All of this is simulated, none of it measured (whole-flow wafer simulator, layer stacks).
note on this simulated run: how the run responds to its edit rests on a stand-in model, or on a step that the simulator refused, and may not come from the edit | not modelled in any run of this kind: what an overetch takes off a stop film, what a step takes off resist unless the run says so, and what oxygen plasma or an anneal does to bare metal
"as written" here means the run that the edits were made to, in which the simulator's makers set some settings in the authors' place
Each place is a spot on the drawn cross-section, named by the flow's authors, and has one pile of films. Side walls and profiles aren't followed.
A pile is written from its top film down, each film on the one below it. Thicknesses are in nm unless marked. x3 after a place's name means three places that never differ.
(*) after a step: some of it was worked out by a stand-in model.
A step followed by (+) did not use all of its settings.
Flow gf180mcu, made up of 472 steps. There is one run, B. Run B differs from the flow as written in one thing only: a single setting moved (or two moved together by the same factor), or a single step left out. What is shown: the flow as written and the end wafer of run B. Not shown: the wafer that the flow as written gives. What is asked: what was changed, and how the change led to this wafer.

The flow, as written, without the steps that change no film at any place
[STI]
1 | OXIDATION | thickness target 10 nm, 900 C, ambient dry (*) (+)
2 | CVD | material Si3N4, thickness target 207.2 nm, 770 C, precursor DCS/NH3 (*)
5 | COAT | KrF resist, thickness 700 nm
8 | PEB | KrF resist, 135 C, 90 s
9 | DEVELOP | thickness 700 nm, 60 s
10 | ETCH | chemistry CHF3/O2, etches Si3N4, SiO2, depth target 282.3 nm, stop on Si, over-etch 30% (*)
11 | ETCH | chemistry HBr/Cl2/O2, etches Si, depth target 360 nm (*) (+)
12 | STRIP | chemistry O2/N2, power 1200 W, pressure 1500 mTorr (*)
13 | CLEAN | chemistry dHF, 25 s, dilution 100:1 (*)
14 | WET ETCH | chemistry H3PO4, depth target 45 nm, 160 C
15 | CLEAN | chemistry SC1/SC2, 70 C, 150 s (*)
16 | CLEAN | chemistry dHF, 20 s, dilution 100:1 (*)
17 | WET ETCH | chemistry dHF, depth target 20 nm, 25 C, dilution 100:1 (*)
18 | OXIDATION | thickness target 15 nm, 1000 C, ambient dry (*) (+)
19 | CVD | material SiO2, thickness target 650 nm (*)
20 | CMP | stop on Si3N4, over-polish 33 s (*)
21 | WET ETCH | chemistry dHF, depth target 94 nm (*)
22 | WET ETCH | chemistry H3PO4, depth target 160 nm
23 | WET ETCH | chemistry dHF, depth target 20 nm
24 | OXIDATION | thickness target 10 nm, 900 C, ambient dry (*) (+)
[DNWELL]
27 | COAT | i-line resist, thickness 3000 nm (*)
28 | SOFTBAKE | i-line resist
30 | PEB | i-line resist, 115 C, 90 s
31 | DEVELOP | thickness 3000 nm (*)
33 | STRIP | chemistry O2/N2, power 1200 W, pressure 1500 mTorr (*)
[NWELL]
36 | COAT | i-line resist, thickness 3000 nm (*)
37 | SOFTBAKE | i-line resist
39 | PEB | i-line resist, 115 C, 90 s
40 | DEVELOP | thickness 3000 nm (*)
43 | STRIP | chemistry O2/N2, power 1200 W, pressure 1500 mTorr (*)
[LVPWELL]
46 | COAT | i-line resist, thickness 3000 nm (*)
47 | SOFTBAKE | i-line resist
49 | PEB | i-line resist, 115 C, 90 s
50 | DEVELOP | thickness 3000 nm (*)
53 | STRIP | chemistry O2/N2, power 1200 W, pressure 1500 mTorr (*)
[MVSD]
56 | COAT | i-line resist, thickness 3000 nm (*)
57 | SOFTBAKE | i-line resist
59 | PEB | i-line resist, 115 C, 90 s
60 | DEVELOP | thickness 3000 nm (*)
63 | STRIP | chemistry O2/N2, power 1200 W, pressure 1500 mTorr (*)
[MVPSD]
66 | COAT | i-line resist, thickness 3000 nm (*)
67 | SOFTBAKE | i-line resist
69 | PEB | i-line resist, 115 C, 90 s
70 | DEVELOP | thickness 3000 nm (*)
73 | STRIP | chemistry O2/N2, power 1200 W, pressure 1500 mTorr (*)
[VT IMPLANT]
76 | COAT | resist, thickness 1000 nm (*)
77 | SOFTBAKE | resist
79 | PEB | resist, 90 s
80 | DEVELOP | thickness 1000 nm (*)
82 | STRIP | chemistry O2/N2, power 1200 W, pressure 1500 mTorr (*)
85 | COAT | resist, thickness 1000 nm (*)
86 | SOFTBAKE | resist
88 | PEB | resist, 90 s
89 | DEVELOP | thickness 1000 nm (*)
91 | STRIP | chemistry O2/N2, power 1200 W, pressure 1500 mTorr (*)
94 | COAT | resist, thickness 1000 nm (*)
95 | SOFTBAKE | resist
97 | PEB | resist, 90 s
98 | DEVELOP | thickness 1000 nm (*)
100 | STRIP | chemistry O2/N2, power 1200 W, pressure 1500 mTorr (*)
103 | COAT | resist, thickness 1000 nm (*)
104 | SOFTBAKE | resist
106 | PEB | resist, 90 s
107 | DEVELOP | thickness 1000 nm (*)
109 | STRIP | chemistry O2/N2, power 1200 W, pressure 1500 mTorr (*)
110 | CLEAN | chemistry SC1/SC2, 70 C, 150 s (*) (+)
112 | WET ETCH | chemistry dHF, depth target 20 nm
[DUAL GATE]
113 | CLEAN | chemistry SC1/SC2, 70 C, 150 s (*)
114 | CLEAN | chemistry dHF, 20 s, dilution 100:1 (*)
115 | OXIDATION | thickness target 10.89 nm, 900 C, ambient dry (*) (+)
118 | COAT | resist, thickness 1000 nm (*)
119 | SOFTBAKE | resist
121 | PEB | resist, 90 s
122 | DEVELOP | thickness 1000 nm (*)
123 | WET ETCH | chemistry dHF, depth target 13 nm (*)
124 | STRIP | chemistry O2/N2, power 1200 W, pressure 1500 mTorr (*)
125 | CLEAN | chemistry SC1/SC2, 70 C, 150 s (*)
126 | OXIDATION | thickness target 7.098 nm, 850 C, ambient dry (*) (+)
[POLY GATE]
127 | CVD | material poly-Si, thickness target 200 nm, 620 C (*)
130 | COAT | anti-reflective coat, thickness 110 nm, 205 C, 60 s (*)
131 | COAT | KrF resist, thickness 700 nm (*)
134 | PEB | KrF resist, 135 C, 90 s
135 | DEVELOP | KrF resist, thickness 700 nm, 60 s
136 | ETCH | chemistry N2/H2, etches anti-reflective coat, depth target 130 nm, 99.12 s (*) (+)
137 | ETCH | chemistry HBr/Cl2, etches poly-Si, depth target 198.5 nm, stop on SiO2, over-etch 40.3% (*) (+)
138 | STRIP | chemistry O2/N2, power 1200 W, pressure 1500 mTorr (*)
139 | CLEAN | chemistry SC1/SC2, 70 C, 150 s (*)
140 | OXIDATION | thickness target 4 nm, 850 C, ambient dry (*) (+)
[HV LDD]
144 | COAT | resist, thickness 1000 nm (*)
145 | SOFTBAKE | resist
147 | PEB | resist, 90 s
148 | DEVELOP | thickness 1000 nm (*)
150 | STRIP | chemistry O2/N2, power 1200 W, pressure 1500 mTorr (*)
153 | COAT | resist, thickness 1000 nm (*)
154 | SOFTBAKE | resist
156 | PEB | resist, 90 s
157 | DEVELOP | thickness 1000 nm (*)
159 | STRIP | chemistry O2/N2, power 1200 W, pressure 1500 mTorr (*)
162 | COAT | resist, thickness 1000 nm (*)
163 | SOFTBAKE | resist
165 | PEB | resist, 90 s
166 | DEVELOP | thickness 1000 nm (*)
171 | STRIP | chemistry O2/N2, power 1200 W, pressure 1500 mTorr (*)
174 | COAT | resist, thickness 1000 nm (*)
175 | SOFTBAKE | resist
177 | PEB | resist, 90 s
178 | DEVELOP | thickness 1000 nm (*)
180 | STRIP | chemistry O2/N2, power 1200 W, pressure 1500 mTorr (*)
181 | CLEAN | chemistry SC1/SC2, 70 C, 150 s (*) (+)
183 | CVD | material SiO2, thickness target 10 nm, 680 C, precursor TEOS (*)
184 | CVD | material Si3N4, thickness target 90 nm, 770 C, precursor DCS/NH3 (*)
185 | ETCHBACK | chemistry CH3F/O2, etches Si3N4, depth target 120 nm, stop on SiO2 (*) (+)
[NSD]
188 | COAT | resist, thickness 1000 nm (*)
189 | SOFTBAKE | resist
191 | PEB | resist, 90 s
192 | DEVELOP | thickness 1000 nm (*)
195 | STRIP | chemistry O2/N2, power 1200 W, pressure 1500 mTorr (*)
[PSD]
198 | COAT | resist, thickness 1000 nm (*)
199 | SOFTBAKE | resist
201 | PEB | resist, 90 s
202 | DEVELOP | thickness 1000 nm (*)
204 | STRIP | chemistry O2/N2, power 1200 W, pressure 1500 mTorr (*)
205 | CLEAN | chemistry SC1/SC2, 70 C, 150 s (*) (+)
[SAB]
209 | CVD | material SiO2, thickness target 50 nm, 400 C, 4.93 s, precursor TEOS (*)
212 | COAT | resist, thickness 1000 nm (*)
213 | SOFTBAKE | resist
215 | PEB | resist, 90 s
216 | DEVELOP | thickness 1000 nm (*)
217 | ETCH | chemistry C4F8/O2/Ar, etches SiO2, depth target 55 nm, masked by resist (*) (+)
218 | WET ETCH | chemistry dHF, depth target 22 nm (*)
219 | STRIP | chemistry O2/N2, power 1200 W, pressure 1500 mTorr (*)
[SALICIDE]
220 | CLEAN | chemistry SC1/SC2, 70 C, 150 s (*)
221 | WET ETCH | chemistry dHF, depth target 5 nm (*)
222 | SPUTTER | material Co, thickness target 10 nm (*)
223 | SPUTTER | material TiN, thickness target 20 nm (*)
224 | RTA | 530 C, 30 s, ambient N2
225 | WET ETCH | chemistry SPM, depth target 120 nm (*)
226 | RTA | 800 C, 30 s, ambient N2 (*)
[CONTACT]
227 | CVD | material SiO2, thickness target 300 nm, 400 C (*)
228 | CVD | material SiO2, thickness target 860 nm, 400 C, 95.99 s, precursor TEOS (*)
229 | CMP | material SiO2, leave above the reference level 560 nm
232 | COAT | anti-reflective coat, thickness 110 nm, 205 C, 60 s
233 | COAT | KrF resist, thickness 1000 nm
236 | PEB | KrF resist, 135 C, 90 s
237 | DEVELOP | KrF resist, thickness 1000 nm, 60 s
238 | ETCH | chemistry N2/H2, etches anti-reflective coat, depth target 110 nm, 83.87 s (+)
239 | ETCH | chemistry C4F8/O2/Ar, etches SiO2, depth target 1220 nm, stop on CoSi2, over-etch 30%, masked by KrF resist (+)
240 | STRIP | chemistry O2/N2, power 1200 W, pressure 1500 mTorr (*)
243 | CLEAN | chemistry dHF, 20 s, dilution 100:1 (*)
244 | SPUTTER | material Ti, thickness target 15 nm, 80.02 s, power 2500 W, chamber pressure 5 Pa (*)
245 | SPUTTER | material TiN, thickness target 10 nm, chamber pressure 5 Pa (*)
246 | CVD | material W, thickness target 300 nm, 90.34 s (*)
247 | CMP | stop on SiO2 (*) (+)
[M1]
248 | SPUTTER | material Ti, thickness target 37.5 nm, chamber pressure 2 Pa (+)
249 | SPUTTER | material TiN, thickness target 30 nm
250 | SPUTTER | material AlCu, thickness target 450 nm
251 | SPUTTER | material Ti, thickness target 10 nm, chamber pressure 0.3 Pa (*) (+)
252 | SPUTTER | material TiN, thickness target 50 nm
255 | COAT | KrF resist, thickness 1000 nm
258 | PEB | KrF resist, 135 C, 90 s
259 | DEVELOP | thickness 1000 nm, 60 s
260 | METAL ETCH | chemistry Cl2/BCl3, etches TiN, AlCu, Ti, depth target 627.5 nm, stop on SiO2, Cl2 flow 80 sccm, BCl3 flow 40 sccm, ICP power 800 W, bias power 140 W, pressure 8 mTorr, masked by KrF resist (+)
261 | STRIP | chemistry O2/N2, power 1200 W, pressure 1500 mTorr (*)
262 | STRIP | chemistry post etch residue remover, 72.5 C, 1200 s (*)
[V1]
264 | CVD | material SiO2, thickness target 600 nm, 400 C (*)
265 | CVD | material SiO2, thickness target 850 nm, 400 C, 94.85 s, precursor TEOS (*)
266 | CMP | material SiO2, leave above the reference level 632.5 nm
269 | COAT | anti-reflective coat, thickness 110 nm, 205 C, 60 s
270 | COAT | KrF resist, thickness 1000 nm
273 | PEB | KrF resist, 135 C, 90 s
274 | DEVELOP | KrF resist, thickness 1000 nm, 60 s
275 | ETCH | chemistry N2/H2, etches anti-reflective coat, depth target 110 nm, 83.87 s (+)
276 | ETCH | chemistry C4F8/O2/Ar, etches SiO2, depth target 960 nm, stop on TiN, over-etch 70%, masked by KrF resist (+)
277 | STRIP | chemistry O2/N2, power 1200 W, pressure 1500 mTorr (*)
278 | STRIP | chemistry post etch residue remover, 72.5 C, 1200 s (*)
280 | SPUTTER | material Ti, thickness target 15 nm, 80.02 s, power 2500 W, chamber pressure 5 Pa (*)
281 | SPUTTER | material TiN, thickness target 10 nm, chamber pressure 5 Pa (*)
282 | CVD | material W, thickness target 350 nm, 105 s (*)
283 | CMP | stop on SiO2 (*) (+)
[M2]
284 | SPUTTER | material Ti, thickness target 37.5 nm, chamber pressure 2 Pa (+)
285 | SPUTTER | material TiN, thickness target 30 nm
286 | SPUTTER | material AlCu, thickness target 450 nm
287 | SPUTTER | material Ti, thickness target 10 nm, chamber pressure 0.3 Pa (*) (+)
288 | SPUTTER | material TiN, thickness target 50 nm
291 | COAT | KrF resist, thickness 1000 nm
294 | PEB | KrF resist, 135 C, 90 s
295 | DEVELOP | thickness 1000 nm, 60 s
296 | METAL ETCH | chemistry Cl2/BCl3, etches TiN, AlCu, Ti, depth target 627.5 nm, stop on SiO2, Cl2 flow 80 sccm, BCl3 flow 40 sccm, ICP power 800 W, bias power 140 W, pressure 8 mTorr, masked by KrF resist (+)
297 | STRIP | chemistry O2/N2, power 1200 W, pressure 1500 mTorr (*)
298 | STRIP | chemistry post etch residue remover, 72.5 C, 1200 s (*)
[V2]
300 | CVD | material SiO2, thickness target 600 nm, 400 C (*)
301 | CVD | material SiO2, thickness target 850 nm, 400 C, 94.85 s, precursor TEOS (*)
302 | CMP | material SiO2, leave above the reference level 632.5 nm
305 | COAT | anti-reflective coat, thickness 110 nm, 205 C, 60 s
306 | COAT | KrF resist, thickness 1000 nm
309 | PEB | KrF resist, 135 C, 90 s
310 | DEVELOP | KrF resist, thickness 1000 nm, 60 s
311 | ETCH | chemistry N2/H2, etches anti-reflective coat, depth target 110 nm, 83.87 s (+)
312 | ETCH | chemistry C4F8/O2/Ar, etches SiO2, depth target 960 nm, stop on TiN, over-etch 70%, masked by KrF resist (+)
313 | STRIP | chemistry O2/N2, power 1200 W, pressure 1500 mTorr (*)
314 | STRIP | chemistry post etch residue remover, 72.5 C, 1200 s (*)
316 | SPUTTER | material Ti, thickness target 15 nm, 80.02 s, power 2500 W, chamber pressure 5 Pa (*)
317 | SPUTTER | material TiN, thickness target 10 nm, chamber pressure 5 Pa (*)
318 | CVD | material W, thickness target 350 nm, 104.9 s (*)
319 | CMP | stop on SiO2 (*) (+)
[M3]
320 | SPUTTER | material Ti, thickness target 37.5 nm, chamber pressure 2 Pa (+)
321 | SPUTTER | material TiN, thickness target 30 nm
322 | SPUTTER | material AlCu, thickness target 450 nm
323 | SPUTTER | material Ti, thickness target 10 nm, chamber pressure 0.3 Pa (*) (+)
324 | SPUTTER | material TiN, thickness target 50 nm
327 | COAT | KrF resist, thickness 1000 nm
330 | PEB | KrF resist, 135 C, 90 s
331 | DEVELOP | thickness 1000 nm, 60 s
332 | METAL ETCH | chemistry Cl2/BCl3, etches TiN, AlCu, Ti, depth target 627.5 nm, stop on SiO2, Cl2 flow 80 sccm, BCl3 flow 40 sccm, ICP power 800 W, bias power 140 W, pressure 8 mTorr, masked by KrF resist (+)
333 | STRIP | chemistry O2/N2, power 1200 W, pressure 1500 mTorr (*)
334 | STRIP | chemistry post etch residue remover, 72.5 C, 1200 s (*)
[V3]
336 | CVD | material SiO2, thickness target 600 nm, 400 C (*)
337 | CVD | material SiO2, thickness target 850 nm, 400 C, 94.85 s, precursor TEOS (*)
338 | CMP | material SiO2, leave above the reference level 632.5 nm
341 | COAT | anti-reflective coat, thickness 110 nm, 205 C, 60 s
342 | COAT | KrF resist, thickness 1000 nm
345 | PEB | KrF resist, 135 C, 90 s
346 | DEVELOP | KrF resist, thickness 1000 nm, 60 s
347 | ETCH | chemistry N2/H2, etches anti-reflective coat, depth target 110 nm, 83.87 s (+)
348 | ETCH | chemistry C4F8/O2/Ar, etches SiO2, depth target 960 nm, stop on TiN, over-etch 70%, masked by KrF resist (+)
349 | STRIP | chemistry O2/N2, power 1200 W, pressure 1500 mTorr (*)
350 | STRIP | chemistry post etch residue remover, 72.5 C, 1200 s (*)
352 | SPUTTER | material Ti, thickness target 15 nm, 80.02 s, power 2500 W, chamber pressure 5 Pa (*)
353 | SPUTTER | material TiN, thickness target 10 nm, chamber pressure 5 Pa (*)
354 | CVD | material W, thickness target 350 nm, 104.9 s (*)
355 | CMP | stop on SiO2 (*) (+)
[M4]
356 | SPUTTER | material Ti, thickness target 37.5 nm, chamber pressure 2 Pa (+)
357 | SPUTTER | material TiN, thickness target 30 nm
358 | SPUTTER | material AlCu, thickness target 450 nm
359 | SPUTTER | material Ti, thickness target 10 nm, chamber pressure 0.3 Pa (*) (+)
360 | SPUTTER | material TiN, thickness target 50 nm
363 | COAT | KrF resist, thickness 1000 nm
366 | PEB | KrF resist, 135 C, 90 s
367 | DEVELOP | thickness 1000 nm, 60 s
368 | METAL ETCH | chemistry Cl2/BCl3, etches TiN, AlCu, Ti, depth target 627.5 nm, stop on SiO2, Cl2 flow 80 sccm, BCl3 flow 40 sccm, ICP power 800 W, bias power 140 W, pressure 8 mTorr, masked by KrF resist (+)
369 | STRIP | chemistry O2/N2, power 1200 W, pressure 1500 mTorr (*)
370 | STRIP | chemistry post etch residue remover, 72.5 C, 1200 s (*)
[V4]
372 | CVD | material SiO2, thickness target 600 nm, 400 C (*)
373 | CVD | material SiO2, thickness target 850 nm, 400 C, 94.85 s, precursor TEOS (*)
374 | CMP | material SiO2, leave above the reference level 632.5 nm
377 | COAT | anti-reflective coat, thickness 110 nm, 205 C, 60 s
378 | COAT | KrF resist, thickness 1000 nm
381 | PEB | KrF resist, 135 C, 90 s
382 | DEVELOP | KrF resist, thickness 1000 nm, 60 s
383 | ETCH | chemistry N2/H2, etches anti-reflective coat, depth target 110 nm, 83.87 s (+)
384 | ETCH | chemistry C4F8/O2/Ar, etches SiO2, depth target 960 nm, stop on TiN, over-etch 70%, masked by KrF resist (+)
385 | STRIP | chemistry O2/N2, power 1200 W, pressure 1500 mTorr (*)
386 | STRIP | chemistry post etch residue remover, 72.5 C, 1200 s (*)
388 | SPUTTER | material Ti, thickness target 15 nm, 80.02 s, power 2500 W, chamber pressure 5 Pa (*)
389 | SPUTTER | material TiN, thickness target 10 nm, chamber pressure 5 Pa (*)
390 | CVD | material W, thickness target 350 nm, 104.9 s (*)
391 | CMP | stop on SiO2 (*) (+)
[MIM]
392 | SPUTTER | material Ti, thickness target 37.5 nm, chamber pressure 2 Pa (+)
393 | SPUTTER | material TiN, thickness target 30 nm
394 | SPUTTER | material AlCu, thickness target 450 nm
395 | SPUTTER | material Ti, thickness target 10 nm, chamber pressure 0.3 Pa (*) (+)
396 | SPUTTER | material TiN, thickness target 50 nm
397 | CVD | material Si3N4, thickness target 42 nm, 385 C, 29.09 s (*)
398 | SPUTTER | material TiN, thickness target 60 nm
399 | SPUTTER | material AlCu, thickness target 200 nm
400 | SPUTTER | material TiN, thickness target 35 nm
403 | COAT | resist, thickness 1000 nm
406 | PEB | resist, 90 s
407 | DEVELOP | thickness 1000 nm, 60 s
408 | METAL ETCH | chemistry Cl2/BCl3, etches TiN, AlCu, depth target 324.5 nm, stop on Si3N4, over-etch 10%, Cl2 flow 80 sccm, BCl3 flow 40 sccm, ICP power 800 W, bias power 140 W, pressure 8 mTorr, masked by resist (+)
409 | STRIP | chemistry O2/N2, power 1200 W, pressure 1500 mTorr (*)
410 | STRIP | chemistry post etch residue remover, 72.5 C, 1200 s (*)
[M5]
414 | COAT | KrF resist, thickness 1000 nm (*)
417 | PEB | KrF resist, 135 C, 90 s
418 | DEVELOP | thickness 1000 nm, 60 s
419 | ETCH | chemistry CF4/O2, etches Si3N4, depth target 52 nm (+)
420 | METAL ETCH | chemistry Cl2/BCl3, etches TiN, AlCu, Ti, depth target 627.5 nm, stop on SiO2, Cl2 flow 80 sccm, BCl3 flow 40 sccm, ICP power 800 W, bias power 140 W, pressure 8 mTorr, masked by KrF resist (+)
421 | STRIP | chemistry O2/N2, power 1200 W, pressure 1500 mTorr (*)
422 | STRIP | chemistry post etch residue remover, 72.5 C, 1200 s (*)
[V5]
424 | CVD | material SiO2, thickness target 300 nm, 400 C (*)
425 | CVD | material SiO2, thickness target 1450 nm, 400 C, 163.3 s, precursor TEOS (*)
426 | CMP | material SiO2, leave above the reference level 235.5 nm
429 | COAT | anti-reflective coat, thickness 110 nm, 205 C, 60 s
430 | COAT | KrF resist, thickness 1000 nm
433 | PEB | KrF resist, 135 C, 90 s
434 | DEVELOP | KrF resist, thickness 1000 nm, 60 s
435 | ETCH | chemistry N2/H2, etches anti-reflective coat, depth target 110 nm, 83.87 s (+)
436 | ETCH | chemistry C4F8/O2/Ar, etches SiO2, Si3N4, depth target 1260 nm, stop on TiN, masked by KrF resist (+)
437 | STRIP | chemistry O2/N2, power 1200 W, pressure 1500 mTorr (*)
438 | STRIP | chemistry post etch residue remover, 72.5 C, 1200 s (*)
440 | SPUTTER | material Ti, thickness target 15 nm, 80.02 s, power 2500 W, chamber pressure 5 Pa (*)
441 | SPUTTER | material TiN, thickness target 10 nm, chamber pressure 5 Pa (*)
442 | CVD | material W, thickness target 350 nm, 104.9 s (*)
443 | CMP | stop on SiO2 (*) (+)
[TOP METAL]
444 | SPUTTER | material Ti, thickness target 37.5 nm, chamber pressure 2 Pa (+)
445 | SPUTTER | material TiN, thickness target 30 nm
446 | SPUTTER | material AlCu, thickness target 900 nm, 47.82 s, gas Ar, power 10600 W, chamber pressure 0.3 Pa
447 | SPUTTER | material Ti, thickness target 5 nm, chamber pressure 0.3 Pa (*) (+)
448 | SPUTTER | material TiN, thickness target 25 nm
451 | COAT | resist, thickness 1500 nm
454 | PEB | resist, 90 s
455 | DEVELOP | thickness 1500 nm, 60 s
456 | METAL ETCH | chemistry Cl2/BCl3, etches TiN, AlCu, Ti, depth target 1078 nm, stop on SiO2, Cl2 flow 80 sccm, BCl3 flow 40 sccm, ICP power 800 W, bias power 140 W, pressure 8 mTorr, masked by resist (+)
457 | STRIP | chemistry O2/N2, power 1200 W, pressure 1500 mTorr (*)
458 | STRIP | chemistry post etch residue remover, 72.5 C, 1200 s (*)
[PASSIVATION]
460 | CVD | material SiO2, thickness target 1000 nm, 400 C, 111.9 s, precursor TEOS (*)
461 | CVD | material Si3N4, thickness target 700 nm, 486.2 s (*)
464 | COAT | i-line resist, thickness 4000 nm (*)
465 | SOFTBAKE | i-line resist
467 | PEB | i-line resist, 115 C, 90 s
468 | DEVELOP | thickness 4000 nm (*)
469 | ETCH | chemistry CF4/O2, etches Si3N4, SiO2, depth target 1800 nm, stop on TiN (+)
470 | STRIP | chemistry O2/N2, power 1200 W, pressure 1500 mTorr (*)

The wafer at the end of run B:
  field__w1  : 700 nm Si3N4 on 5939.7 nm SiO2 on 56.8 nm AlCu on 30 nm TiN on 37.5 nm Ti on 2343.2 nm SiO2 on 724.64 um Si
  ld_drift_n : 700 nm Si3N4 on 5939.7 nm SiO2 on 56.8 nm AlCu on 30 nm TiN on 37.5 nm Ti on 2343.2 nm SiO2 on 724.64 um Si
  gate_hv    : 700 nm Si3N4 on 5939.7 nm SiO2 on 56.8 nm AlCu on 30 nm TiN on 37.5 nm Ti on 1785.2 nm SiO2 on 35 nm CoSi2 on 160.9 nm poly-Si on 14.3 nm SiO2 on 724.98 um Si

Cause: step 286, SPUTTER: thickness target 630 nm was run, whereas the flow has thickness target 450 nm.

How this came from the change, step by step:
  286 | SPUTTER | material AlCu, thickness target 450 nm
      field, field__w1, field__w2 and 108 more: +630 AlCu (new film) (as written it would have been: +450 AlCu (new film))
  296 | METAL ETCH | chemistry Cl2/BCl3, etches TiN, AlCu, Ti, depth target 627.5 nm, stop on SiO2, Cl2 flow 80 sccm, BCl3 flow 40 sccm, ICP power 800 W, bias power 140 W, pressure 8 mTorr, masked by KrF resist (+)
      field, field__w1, field__w2 and 103 more: -50 TiN (all of it), -10 Ti (all of it), -567.5 AlCu (as written it would have been: -50 TiN (all of it), -10 Ti (all of it), -450 AlCu (all of it), -30 TiN (all of it), -37.5 Ti (all of it))
  298 | STRIP | chemistry post etch residue remover, 72.5 C, 1200 s (*)
      field, field__w1, field__w2 and 103 more: -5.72 AlCu (as written it would have been: nothing)
  300 | CVD | material SiO2, thickness target 600 nm, 400 C (*)
      field, field__w1, field__w2 and 103 more: +600 SiO2 (new film) (as written it would have been: +600 SiO2)
  302 | CMP | material SiO2, leave above the reference level 632.5 nm
      field, field__w1, field__w2 and 103 more: -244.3 SiO2 (as written it would have been: -300 SiO2)
If metal films that touch count as one body, field__w1 has 1 body; the flow as written gives 0 bodies.
If metal films that touch count as one body, ld_drift_n has 1 body; the flow as written gives 0 bodies.
If metal films that touch count as one body, gate_hv has 2 bodies (between them, from the top down: SiO2 1785.2); the flow as written gives 1 body.
